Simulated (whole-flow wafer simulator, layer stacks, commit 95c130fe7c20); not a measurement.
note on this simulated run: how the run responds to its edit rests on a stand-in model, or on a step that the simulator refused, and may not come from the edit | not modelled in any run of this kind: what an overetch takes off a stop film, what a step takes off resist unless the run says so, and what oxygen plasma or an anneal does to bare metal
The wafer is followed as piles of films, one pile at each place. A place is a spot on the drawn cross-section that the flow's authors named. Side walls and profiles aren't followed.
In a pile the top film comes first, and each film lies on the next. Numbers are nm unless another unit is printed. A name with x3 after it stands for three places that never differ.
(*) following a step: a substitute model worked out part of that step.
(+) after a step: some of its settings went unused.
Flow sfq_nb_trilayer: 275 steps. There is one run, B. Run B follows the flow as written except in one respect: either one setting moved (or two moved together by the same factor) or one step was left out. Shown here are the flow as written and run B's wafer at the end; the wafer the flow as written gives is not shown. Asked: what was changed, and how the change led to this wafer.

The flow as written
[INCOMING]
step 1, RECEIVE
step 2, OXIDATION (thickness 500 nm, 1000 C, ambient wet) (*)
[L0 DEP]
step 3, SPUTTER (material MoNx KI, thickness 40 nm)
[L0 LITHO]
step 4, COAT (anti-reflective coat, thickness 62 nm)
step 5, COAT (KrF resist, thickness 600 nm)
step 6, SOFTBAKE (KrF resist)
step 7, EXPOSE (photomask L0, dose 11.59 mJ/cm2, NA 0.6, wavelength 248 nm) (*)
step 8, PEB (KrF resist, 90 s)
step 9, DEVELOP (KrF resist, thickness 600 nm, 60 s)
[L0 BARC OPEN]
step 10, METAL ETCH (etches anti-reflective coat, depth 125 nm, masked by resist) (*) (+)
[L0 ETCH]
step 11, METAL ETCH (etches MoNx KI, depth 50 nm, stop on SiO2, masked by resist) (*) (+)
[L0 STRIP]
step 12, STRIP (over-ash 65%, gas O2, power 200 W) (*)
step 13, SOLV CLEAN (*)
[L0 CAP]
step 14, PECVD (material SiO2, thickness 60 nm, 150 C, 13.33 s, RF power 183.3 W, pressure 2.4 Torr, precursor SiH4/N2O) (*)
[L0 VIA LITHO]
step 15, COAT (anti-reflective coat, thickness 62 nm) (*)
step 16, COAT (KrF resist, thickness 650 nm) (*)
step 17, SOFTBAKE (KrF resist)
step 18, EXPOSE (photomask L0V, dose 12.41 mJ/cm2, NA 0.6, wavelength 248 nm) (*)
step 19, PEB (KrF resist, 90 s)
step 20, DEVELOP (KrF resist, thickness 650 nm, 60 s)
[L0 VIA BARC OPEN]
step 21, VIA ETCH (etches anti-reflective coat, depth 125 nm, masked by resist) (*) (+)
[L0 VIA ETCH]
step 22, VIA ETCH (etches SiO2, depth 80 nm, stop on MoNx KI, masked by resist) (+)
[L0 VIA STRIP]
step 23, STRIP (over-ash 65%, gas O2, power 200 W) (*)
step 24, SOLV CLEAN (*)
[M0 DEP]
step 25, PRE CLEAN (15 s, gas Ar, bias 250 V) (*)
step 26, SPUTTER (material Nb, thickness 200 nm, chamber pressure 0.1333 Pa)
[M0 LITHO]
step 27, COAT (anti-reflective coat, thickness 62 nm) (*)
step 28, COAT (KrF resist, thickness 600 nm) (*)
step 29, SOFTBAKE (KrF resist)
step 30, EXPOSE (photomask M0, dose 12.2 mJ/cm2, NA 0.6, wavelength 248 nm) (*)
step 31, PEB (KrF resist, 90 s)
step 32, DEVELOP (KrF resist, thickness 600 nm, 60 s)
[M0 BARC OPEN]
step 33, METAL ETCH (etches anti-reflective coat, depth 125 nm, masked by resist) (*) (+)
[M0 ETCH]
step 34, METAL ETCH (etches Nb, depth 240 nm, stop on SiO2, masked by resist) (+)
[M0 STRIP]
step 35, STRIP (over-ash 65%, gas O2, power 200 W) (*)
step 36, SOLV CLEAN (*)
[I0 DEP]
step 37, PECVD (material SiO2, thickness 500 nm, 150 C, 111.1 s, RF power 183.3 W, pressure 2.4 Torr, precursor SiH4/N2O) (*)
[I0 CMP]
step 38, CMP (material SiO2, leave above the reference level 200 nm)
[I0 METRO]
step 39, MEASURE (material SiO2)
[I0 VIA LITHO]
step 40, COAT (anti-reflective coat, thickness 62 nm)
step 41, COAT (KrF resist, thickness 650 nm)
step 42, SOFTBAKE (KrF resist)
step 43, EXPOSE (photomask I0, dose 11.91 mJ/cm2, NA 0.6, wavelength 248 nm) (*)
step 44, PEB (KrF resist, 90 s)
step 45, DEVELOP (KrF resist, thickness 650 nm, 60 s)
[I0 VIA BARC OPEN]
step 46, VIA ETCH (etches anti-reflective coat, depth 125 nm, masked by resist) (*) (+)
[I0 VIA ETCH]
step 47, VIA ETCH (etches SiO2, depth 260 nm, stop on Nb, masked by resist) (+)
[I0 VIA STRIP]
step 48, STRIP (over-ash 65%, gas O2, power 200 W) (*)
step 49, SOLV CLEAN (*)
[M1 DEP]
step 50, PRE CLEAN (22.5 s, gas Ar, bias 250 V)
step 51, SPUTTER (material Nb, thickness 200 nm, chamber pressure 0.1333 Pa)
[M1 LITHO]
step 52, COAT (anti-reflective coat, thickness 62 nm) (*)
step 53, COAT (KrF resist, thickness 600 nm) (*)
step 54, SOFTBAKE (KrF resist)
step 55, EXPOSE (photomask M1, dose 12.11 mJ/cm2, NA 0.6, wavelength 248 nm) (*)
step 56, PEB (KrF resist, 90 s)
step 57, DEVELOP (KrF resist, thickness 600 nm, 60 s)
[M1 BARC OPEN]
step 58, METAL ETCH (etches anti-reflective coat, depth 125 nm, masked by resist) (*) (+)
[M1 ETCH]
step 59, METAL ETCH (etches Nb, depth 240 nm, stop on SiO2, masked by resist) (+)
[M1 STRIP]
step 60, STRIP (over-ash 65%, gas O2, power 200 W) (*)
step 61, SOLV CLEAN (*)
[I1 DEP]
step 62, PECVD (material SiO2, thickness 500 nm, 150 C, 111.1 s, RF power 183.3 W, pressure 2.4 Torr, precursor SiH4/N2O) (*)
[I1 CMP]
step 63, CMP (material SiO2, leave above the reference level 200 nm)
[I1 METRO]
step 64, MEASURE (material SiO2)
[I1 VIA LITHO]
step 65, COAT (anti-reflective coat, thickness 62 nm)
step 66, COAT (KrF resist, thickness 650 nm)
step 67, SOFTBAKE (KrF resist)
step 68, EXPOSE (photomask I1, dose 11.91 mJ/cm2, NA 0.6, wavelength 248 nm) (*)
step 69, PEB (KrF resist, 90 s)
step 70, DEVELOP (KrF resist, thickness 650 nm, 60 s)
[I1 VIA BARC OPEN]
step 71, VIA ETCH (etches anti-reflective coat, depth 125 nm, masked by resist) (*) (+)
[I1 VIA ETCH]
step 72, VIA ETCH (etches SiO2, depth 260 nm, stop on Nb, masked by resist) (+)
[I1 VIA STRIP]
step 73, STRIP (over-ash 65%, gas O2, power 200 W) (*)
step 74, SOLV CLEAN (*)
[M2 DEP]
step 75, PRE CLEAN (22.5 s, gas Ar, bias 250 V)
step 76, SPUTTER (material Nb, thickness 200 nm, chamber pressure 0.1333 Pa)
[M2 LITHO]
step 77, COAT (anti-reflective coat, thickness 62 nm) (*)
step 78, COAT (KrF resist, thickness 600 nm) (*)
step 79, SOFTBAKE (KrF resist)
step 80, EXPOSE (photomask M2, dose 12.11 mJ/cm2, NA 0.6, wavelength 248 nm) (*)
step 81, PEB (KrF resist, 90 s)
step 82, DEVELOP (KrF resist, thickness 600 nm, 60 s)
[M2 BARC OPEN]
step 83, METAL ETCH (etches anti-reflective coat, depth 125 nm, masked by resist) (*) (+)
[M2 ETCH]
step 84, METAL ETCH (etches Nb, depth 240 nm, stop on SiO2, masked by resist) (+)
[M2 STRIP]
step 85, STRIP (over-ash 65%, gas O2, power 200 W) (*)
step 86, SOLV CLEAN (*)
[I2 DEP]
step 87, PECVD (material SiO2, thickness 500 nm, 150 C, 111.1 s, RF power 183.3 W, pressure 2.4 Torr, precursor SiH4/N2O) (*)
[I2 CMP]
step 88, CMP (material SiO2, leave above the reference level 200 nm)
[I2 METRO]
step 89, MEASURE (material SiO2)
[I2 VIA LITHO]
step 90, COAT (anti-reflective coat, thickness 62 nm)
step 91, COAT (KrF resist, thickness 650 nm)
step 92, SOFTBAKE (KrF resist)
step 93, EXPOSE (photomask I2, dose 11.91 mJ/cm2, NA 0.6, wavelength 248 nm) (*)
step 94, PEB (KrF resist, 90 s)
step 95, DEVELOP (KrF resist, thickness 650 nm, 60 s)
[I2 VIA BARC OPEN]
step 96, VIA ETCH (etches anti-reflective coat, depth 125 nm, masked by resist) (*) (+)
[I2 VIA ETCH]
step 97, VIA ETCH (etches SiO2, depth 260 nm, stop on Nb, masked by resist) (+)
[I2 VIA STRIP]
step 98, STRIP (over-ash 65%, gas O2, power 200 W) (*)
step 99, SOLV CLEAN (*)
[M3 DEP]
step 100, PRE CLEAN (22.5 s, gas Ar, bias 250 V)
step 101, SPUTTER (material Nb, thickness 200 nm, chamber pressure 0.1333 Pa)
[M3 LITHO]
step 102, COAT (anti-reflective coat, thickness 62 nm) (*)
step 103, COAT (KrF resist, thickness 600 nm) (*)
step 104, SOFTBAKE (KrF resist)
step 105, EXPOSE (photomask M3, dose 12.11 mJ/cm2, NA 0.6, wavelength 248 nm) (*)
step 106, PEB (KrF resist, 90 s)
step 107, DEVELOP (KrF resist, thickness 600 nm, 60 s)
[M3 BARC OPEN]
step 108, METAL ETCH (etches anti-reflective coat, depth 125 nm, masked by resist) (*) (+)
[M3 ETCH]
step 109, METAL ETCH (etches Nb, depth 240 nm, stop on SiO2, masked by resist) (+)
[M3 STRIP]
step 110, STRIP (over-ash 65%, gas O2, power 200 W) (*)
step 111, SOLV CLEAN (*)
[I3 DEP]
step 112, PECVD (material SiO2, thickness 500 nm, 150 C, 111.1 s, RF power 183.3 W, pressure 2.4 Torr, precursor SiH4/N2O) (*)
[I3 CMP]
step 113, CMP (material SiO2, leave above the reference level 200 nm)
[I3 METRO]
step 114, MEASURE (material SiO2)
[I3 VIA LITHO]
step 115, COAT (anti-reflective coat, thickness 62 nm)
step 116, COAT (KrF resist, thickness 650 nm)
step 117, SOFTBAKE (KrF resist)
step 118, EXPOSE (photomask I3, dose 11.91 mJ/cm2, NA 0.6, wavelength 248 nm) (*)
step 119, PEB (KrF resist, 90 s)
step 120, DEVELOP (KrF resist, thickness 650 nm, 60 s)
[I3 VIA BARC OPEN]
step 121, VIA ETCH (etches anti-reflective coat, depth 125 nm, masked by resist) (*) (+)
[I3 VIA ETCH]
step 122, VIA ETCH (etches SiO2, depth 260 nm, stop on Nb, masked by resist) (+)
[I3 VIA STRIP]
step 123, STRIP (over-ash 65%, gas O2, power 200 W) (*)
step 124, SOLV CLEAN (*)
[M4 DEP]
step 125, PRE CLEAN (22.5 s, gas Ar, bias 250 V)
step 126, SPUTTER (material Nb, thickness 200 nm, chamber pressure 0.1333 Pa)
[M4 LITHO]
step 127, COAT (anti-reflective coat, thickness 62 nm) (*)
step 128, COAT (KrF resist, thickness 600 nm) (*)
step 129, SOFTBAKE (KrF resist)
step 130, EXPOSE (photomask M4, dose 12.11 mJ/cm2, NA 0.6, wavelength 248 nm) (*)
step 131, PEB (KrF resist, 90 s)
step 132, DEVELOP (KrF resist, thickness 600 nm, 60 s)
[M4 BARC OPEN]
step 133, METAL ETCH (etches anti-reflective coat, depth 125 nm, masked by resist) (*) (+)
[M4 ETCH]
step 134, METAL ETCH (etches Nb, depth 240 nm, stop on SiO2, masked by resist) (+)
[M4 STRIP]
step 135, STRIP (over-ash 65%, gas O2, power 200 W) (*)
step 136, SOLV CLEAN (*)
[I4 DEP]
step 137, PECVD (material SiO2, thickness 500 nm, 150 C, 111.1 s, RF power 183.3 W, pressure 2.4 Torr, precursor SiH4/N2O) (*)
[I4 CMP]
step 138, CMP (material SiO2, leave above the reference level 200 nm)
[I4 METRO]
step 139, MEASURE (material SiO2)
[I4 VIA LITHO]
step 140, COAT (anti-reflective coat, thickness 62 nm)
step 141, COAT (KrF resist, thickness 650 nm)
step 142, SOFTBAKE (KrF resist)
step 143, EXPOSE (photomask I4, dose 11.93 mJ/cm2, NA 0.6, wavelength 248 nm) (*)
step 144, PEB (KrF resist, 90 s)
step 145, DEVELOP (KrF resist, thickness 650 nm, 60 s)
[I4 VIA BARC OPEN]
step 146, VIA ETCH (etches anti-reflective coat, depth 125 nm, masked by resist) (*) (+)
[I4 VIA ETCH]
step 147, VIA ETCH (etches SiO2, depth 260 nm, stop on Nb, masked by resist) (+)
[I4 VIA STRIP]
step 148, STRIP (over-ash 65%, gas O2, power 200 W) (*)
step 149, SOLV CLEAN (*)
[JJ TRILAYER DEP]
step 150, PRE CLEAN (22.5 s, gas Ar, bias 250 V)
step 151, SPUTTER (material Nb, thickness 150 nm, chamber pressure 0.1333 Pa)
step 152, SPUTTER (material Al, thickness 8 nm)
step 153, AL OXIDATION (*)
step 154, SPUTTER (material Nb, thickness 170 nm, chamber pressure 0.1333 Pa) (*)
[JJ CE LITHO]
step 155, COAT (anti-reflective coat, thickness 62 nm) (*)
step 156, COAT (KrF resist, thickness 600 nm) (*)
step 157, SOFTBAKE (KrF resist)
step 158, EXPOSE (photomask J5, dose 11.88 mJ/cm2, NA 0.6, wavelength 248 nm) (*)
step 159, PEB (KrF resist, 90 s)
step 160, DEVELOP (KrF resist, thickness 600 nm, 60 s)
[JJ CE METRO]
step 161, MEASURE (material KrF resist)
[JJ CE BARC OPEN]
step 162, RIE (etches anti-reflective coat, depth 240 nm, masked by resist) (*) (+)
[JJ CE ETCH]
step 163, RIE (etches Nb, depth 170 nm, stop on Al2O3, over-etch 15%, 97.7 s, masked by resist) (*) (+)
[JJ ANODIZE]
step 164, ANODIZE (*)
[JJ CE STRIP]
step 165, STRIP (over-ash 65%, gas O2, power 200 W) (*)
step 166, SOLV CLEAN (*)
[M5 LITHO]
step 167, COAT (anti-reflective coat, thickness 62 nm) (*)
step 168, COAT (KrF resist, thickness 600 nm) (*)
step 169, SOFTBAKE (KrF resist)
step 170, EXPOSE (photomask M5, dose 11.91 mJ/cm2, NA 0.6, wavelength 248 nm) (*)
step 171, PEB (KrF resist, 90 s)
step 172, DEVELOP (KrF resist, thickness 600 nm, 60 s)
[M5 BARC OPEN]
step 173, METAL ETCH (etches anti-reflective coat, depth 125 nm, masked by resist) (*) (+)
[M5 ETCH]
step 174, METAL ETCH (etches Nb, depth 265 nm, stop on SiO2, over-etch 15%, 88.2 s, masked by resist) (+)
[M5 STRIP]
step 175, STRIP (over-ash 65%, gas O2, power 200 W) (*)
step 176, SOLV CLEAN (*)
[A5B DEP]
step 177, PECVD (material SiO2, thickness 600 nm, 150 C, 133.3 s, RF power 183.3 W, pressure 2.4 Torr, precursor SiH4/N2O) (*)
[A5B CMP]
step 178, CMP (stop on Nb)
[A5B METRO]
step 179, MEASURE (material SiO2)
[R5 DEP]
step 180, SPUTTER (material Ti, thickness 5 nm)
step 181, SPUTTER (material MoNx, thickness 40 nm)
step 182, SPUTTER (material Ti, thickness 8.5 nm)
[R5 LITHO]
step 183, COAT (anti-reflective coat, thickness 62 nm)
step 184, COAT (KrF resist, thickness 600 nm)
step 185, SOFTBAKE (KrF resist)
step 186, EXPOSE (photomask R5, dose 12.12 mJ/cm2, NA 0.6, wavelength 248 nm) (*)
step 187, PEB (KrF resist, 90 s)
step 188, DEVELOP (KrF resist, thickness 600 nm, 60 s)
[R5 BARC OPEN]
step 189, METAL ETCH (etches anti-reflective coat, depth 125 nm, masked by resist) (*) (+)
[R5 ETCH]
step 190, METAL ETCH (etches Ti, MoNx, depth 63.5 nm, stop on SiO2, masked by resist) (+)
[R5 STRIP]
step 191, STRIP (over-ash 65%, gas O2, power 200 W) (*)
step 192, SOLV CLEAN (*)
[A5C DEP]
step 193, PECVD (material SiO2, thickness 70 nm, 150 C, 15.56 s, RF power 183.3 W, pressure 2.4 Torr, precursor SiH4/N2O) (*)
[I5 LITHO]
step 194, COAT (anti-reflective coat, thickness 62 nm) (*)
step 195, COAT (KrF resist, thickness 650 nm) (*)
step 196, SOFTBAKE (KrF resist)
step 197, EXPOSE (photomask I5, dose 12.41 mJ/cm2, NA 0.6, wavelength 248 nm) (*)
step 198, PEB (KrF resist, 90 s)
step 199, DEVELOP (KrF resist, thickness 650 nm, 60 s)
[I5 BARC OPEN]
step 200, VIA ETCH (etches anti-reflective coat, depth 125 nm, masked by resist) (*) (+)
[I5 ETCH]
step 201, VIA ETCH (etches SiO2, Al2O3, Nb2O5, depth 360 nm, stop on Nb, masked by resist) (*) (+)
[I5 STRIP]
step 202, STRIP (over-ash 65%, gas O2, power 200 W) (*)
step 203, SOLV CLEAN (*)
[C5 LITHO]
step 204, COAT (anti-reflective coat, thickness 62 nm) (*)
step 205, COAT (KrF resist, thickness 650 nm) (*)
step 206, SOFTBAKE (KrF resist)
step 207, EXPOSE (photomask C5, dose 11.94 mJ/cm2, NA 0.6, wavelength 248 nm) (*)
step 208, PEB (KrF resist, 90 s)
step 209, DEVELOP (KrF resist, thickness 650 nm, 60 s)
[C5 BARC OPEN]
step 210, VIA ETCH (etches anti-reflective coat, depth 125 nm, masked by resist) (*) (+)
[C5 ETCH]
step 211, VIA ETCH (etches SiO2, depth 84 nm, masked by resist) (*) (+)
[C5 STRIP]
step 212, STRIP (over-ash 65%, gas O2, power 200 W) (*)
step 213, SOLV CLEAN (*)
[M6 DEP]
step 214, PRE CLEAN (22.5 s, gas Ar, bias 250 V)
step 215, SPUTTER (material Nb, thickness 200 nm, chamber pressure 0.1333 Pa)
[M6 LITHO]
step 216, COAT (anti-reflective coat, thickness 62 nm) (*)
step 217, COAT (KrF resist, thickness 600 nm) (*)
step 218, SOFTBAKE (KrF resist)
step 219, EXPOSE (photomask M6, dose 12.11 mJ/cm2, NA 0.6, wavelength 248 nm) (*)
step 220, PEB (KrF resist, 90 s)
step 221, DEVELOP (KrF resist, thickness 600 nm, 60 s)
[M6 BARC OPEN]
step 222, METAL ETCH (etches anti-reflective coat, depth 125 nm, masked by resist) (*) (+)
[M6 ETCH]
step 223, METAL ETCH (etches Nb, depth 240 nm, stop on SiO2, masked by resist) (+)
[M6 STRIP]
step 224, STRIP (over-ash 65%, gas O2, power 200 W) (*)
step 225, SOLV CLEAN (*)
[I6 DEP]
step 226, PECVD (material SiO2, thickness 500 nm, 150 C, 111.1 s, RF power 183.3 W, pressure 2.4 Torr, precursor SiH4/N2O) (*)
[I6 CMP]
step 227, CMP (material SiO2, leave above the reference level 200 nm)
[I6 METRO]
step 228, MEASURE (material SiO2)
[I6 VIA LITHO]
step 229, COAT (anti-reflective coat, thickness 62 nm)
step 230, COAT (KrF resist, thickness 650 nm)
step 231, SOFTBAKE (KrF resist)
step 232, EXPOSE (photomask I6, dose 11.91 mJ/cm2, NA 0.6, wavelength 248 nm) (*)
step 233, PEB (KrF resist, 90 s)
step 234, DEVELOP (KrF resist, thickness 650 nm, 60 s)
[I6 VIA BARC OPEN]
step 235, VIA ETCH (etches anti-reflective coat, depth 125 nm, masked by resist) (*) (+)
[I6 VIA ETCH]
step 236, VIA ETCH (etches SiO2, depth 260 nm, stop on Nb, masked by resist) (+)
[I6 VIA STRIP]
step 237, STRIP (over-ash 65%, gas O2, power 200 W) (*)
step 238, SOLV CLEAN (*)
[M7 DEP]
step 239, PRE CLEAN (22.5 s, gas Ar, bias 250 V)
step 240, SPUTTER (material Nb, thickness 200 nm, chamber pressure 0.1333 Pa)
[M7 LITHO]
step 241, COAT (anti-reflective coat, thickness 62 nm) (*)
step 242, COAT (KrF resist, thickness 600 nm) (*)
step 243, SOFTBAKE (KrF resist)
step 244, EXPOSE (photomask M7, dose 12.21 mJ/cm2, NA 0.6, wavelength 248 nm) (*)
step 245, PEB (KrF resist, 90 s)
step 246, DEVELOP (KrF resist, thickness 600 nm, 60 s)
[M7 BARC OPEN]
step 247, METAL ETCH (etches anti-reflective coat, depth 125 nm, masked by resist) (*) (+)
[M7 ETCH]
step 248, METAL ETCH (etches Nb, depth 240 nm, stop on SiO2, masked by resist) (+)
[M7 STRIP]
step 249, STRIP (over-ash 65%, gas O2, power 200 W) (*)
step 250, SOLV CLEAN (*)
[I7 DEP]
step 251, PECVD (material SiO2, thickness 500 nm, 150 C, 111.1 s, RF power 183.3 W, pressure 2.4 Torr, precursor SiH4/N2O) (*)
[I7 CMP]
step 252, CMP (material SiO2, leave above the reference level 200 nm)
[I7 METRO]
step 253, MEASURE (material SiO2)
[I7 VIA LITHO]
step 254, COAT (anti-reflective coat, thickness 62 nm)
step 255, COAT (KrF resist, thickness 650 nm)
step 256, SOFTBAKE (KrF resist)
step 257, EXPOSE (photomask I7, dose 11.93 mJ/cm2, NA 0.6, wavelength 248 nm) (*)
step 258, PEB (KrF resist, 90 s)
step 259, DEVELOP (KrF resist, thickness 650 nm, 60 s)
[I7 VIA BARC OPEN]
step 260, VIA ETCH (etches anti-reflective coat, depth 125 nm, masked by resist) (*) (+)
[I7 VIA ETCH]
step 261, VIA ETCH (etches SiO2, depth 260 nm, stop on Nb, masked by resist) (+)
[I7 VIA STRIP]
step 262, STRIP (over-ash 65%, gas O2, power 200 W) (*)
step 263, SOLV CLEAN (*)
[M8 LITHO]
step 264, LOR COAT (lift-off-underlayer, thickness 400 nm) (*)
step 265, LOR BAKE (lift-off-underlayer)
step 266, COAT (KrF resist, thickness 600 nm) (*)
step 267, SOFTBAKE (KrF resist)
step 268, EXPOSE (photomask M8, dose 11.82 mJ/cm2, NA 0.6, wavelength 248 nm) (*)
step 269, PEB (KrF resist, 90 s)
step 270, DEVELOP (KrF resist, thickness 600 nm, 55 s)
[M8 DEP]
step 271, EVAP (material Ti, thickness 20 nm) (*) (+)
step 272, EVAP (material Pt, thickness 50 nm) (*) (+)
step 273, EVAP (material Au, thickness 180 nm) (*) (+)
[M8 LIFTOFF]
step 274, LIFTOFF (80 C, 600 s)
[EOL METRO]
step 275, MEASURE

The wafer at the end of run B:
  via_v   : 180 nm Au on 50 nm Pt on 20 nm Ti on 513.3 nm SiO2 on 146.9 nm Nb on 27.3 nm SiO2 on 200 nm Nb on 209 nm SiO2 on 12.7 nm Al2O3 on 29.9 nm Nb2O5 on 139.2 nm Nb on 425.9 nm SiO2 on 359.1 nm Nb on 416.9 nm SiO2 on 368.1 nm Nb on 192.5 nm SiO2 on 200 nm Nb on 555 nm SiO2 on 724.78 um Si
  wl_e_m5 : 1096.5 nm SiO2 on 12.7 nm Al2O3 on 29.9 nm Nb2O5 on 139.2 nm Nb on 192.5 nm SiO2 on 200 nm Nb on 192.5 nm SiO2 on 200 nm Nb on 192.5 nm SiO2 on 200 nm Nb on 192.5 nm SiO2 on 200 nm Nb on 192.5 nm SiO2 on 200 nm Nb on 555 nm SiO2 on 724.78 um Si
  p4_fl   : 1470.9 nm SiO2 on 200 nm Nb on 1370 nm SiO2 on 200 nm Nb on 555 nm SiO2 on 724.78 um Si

Cause: step 227, CMP: leave above the reference level 295 nm was run, though the flow has leave above the reference level 200 nm.

The path from the change to this, step by step:
  step 227, CMP (material SiO2, leave above the reference level 200 nm)
      moat, field_r, lsp_l, ln_m5, lsp_m: nothing (as written it would have been: SiO2 loses 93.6)
      lsp_r, l0_sur, l0v: nothing (as written it would have been: SiO2 loses 91.9)
      (as well as at 98 more places)
  step 236, VIA ETCH (etches SiO2, depth 260 nm, stop on Nb, masked by resist) (+)
      via_v: SiO2 loses 260 (as written it would have been: SiO2 loses 199.8 (all of it))
  step 239, PRE CLEAN (22.5 s, gas Ar, bias 250 V)
      via_v: SiO2 loses 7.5 (as written it would have been: Nb loses 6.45)
  step 240, SPUTTER (material Nb, thickness 200 nm, chamber pressure 0.1333 Pa)
      via_v: Nb gains 146.9 (new film) (as written it would have been: Nb gains 161.1)
  step 241, COAT (anti-reflective coat, thickness 62 nm) (*)
      via_sp: anti-reflective coat gains 50 (new film) (as written it would have been: anti-reflective coat gains 53.1 (new film))
      via_v: anti-reflective coat gains 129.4 (new film) (as written it would have been: anti-reflective coat gains 126 (new film))
      (as well as at 1 more place)
  step 242, COAT (KrF resist, thickness 600 nm) (*)
      via_v: KrF resist gains 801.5 (new film) (as written it would have been: KrF resist gains 742.5 (new film))
  step 249, STRIP (over-ash 65%, gas O2, power 200 W) (*)
      via_sp: KrF resist loses 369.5 (all of it), anti-reflective coat loses 50 (all of it) (as written it would have been: KrF resist loses 373.6 (all of it), anti-reflective coat loses 53.1 (all of it))
      via_v: KrF resist loses 583.4 (all of it), anti-reflective coat loses 129.4 (all of it) (as written it would have been: KrF resist loses 524.5 (all of it), anti-reflective coat loses 126 (all of it))
      (as well as at 1 more place)
  step 251, PECVD (material SiO2, thickness 500 nm, 150 C, 111.1 s, RF power 183.3 W, pressure 2.4 Torr, precursor SiH4/N2O) (*)
      via_v: SiO2 gains 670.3 (new film) (as written it would have been: SiO2 gains 621 (new film))
  step 252, CMP (material SiO2, leave above the reference level 200 nm)
      l0_sur, l0v: SiO2 loses 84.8 (as written it would have been: SiO2 loses 87.8)
      via_v: SiO2 loses 157.1 (as written it would have been: SiO2 loses 183.1)
If metal films that touch count as one body, via_v has 7 bodies (between them, from the top down: SiO2 513.3; SiO2 27.3; SiO2 209 / Al2O3 12.7 / Nb2O5 29.9; SiO2 425.9; SiO2 416.9; SiO2 192.5); the flow as written gives 6 bodies (between them, from the top down: SiO2 437.8; SiO2 209 / Al2O3 12.7 / Nb2O5 29.9; SiO2 425.9; SiO2 416.9; SiO2 192.5).
